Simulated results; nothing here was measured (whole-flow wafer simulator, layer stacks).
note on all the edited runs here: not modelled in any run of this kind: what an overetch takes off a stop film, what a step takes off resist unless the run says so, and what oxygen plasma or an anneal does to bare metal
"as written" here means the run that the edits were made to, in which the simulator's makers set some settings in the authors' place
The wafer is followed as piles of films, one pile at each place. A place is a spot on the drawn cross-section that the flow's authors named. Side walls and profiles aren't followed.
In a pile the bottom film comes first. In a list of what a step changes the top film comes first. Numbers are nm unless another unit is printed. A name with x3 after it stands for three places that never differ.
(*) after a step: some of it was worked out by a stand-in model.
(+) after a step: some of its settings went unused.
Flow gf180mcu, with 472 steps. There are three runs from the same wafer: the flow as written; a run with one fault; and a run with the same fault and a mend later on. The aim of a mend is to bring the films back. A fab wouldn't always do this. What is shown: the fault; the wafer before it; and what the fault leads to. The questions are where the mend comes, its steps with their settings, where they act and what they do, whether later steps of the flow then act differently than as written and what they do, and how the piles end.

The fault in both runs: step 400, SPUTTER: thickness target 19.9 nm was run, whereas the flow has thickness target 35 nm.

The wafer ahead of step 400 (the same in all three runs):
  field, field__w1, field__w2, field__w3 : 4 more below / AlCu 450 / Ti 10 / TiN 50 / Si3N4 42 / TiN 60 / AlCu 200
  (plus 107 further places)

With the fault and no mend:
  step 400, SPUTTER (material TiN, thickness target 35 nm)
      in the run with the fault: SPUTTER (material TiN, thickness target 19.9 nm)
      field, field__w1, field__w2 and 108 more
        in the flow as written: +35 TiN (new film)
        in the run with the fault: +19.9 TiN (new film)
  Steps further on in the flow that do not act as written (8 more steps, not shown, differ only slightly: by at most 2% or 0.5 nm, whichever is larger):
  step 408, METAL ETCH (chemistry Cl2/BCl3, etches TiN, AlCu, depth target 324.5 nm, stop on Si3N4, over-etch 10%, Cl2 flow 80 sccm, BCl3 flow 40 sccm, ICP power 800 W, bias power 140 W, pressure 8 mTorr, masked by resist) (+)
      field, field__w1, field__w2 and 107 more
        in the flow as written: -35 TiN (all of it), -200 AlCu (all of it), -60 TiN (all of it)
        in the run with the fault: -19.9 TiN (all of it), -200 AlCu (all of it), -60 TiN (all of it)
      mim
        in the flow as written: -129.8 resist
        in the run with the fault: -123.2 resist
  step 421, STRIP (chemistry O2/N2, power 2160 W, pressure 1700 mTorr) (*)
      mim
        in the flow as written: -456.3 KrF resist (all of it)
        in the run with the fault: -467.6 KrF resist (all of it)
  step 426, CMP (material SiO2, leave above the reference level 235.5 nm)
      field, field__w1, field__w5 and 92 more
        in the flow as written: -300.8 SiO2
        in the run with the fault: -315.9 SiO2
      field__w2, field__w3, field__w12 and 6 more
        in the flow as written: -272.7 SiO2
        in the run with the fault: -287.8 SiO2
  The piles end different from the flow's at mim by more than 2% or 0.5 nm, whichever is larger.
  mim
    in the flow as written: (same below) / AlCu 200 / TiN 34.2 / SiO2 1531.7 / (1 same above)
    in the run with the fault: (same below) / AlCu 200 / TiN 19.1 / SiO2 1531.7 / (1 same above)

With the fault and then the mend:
  After step 400 comes the mend.
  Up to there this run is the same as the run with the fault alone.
  step 400a, SPUTTER (material TiN, thickness target 15.1 nm) (the flow's step 400, run once more with other settings)
      field, field__w1, field__w2 and 108 more
        +15.1 TiN
  None of the later steps of the flow acts differently than as written at any place that is followed.
  By the end, the piles equal the flow's at every place that both follow.
